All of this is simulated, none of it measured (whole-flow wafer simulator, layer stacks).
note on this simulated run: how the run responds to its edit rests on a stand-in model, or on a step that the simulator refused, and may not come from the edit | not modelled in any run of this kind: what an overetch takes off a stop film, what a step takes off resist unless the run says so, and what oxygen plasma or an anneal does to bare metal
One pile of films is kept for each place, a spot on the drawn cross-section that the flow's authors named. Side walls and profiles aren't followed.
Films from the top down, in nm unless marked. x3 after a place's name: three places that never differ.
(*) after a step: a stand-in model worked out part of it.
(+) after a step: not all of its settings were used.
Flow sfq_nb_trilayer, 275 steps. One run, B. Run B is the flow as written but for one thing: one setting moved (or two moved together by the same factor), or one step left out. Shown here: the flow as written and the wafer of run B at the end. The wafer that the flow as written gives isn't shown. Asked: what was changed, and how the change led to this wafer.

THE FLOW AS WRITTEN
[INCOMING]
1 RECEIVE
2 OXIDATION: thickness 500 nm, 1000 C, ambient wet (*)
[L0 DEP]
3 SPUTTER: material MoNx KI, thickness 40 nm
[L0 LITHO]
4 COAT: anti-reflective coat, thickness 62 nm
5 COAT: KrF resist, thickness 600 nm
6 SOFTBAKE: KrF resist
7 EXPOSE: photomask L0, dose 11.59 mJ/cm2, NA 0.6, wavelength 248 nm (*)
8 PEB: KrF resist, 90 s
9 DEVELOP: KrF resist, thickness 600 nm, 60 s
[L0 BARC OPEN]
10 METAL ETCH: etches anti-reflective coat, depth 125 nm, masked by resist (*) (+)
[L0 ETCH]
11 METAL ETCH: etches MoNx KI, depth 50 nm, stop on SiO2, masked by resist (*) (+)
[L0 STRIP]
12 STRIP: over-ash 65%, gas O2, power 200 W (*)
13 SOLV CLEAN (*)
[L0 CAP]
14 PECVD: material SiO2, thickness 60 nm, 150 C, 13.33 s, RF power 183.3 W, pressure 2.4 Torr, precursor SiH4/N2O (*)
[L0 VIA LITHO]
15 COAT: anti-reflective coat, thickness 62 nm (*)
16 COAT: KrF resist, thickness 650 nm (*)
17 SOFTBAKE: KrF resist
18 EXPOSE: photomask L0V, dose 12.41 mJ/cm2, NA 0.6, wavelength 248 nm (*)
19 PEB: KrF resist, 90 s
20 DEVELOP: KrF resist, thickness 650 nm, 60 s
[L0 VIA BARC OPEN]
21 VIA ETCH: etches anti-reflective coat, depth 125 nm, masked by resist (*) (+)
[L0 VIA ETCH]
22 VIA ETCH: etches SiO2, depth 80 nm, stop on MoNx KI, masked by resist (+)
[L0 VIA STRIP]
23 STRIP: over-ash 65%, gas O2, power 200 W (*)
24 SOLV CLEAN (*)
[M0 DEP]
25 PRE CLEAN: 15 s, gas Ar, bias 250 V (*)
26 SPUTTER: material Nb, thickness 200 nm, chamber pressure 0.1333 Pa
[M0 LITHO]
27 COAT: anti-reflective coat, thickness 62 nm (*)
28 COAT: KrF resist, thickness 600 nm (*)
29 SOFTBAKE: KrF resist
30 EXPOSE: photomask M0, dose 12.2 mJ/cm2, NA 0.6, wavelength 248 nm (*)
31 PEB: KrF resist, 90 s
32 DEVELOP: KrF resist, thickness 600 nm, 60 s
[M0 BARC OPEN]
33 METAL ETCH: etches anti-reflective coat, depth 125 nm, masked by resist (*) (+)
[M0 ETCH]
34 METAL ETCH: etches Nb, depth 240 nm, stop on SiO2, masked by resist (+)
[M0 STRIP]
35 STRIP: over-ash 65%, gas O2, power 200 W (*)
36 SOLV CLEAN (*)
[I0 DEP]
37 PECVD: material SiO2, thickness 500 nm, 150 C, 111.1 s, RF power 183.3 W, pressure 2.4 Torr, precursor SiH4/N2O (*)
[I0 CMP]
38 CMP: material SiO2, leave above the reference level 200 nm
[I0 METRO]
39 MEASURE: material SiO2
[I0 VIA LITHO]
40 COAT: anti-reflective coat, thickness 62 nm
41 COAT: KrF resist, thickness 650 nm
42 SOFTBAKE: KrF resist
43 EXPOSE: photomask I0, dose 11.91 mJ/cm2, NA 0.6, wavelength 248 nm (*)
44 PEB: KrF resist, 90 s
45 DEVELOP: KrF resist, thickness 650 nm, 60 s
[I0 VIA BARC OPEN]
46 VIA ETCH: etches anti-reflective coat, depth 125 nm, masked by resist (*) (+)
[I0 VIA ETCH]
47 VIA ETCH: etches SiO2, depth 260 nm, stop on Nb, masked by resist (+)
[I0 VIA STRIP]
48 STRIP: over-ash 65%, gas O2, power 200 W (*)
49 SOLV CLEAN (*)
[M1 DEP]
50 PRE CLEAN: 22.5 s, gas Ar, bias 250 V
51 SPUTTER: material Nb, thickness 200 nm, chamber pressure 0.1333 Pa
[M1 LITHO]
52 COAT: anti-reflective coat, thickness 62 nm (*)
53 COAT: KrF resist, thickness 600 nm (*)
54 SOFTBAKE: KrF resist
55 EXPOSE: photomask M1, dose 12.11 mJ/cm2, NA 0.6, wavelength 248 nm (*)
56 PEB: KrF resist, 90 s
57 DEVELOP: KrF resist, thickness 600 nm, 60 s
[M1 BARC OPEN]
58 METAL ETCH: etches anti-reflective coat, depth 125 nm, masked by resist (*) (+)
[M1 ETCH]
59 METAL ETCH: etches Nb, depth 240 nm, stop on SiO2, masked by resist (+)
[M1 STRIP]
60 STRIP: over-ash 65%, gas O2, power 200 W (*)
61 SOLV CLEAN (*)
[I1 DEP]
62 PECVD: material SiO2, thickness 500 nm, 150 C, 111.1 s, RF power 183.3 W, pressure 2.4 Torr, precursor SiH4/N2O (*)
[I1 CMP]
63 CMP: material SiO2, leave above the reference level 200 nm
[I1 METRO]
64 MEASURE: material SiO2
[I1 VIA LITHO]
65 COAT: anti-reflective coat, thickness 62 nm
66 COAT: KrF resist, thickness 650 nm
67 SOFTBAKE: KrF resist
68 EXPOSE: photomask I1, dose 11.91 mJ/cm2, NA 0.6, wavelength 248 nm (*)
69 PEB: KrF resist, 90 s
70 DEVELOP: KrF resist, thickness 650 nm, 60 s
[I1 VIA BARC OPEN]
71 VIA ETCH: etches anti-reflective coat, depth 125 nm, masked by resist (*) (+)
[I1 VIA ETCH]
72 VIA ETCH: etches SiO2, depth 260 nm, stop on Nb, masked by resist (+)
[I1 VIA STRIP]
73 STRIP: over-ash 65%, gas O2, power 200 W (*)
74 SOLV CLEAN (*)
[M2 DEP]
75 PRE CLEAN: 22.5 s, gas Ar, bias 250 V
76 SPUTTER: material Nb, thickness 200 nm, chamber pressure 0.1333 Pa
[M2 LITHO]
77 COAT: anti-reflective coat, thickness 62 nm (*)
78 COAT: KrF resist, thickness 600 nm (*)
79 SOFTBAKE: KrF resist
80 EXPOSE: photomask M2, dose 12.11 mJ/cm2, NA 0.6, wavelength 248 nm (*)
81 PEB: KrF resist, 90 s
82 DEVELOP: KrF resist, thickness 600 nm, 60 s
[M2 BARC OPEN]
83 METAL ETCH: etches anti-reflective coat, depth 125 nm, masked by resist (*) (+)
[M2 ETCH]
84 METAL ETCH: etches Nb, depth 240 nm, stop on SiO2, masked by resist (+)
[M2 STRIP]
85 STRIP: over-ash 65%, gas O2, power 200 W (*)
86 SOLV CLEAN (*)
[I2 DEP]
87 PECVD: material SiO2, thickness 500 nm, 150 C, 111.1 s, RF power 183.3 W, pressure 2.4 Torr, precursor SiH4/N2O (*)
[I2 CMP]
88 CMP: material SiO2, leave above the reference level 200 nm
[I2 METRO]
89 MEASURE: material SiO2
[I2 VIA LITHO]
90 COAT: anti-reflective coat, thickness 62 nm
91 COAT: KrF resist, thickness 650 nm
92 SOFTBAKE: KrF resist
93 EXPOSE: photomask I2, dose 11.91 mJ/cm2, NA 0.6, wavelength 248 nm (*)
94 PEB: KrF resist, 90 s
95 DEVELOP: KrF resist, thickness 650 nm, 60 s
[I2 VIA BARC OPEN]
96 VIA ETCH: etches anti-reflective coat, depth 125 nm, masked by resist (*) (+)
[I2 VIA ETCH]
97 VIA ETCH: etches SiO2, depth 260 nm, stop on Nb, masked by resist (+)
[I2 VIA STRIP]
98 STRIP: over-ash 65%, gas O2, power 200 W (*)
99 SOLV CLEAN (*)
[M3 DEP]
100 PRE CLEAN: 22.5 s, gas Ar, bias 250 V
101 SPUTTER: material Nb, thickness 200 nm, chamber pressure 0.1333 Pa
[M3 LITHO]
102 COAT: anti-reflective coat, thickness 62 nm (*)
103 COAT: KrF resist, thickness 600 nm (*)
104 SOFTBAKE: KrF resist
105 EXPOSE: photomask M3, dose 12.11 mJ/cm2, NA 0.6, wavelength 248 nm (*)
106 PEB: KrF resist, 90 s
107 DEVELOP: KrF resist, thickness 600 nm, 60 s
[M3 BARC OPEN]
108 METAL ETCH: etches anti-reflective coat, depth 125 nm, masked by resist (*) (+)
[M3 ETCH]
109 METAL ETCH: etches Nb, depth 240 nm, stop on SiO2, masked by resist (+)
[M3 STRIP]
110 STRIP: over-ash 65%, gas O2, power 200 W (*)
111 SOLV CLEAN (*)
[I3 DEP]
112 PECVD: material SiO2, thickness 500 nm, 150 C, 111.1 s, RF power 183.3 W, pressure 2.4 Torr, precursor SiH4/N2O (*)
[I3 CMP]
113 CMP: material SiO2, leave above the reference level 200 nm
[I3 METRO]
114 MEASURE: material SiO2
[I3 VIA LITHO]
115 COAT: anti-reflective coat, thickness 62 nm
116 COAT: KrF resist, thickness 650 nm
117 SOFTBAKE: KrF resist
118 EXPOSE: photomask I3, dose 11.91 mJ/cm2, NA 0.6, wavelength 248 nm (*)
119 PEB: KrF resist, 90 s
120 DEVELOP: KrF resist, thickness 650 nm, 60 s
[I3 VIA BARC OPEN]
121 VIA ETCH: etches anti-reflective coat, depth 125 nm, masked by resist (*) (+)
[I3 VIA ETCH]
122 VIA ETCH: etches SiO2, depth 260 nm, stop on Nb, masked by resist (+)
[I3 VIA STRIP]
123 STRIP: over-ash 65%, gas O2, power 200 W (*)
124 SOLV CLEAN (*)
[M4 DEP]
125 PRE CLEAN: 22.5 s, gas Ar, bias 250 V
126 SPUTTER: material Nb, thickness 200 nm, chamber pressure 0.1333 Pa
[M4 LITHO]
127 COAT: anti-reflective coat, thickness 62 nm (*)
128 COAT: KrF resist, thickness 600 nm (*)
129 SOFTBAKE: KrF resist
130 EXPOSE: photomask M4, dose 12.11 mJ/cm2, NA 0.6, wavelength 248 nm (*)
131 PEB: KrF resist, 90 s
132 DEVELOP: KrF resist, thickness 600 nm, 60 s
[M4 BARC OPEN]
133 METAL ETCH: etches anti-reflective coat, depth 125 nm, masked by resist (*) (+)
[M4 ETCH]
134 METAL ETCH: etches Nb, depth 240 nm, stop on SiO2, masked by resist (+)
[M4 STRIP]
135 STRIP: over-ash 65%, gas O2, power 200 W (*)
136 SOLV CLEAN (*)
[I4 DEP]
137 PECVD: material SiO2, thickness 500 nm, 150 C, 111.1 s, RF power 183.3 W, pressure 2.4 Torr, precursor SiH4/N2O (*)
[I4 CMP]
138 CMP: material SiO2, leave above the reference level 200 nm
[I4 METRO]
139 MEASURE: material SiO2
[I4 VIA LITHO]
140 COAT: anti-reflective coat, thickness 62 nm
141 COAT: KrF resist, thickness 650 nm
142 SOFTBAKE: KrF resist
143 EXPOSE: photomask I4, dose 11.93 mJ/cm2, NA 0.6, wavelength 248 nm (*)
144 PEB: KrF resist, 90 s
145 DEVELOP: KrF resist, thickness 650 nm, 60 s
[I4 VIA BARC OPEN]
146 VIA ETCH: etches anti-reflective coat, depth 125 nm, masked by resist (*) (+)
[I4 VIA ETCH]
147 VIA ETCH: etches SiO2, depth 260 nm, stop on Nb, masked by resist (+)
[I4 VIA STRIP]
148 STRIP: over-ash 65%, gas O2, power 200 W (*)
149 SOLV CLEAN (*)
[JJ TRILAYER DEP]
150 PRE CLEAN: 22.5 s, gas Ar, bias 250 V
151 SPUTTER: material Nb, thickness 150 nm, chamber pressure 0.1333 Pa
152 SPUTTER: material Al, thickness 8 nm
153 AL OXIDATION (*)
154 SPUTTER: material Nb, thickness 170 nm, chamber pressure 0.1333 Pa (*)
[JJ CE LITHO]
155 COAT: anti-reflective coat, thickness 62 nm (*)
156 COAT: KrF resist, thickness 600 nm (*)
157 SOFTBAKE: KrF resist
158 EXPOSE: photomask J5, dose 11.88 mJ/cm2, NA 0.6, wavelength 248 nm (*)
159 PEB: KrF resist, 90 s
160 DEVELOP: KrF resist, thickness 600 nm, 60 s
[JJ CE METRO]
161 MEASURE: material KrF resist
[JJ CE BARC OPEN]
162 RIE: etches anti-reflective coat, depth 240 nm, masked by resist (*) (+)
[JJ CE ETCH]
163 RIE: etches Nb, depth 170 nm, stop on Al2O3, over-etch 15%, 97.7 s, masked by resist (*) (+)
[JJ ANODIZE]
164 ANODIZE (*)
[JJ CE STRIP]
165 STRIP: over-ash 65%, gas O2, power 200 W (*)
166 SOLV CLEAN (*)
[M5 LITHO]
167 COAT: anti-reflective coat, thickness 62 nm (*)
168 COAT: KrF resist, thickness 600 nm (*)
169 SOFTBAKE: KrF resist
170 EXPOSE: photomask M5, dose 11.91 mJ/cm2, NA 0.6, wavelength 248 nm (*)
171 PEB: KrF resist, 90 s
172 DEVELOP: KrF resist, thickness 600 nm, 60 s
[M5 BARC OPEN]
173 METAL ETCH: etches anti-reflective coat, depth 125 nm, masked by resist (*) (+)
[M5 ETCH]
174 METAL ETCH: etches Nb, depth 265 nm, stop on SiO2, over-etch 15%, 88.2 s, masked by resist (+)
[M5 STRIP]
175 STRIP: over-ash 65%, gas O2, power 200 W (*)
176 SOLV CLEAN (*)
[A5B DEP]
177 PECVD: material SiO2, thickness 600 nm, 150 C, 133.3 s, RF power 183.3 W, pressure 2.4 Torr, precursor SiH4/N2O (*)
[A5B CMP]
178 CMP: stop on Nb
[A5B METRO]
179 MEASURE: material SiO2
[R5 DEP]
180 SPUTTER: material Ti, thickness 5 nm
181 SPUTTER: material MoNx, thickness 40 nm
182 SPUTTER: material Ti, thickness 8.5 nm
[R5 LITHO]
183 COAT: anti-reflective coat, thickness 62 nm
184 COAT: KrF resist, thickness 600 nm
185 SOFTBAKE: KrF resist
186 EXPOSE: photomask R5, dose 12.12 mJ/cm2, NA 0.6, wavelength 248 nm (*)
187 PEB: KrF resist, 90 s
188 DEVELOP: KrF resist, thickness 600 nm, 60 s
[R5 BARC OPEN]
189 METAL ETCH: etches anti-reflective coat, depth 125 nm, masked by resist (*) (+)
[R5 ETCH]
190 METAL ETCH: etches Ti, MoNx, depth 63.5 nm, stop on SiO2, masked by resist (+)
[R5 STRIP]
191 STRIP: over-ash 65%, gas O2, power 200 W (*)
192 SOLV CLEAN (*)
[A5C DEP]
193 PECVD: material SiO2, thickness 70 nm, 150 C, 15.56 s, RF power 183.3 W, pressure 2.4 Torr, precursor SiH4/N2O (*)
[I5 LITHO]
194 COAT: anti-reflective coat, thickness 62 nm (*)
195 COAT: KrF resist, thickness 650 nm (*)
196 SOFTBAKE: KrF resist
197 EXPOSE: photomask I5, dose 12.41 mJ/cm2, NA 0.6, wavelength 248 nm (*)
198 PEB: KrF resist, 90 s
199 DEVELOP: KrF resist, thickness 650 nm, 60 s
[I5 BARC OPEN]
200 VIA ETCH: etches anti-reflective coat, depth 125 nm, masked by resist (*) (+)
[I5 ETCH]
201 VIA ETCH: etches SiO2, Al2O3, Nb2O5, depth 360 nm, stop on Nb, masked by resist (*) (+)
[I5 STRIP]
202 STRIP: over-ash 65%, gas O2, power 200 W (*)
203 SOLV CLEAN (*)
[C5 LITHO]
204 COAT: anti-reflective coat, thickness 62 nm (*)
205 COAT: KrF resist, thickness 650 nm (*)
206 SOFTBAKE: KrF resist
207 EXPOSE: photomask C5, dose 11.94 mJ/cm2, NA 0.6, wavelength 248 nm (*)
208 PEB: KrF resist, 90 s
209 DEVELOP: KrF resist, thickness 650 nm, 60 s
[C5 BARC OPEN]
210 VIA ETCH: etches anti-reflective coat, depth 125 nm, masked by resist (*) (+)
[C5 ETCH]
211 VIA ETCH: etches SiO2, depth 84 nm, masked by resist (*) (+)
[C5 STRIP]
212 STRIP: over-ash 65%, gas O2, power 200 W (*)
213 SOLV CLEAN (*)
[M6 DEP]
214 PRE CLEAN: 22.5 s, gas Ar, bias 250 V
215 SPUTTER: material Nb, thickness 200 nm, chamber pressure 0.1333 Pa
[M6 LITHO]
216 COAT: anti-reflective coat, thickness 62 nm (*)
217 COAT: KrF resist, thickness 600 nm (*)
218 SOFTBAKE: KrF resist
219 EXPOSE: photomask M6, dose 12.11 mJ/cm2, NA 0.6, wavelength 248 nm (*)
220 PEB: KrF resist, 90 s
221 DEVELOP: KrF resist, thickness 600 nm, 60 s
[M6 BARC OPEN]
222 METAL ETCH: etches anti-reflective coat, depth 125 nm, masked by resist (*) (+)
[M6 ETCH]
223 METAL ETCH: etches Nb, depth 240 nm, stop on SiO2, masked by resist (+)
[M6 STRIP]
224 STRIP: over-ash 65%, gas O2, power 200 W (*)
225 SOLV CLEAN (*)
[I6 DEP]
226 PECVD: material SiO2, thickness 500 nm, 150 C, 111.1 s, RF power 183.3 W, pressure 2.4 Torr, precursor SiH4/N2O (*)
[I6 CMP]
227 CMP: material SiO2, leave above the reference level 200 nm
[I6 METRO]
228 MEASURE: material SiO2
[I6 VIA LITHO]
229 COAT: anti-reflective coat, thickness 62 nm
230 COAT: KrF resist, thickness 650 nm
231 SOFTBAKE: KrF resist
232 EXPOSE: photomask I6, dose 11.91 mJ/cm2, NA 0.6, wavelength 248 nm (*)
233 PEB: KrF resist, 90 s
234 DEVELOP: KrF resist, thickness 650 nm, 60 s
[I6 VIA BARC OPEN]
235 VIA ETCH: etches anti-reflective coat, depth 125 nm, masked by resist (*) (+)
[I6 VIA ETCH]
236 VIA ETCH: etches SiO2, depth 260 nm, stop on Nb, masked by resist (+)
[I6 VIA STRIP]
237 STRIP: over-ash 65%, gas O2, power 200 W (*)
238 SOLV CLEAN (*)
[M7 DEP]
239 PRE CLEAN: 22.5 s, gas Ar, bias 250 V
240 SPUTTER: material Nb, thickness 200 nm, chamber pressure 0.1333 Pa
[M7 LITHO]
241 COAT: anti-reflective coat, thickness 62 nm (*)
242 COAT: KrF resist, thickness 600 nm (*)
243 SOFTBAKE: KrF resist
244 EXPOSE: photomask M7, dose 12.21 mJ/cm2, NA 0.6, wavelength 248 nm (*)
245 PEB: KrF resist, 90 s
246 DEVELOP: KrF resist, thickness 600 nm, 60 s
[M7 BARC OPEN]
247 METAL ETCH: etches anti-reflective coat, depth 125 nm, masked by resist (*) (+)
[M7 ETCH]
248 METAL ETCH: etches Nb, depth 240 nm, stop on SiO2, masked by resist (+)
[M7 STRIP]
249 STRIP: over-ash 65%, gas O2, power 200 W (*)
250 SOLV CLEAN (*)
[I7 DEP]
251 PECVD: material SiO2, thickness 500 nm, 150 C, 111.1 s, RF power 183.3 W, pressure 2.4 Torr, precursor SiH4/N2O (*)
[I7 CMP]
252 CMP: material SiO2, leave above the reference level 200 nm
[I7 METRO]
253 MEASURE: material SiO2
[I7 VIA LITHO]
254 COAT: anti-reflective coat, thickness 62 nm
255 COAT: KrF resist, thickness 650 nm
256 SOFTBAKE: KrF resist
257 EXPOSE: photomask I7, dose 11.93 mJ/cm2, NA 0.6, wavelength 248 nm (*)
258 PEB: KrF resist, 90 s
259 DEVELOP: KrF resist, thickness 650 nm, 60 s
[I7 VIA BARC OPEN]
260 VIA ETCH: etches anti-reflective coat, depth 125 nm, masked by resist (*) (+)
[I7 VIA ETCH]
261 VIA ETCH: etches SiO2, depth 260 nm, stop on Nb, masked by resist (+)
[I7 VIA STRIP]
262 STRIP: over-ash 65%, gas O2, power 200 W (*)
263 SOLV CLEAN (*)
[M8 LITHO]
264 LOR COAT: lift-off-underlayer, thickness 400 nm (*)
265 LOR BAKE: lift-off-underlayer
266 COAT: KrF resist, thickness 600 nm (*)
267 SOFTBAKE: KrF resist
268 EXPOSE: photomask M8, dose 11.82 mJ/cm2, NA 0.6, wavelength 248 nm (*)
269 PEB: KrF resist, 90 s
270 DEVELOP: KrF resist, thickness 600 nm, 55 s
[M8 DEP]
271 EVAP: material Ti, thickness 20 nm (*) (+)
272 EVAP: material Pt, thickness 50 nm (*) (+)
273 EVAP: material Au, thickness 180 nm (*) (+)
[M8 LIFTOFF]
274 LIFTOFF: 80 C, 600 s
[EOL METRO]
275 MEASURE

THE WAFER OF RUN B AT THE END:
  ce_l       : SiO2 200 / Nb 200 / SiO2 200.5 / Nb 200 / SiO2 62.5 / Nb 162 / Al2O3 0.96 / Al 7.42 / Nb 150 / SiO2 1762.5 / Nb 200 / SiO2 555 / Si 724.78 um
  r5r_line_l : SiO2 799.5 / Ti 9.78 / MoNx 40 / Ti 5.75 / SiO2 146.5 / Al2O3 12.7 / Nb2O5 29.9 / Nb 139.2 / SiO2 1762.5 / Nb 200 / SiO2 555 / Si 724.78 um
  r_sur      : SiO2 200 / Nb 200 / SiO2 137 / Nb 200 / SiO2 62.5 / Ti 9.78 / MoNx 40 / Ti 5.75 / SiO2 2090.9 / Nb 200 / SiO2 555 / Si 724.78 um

The cause: step 180, SPUTTER: thickness 5.75 nm was run, where the flow has thickness 5 nm; step 182, SPUTTER: thickness 9.775 nm was run, where the flow has thickness 8.5 nm.
It can be read off the wafer: r5r_line_l has Ti 5.75, and step 180 as written asks for 5 nm.

How the change led to this, step by step:
  180 SPUTTER: material Ti, thickness 5 nm
      field_l, v_sur, via_wl and 103 more: Ti +5.75 (new film) (as written it would be: Ti +5 (new film))
  182 SPUTTER: material Ti, thickness 8.5 nm
      field_l, v_sur, via_wl and 103 more: Ti +9.78 (new film) (as written it would be: Ti +8.5 (new film))
  190 METAL ETCH: etches Ti, MoNx, depth 63.5 nm, stop on SiO2, masked by resist (+)
      field_l, v_sur, via_wl and 92 more: Ti -9.78 (all of it), MoNx -40 (all of it), Ti -5.75 (all of it) (as written it would be: Ti -8.5 (all of it), MoNx -40 (all of it), Ti -5 (all of it))
      ce_l, c5j, ce_r, wl_jj: Ti -9.78 (all of it), MoNx -40 (all of it), Ti -5.75 (all of it), Nb -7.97 (as written it would be: Ti -8.5 (all of it), MoNx -40 (all of it), Ti -5 (all of it), Nb -10)
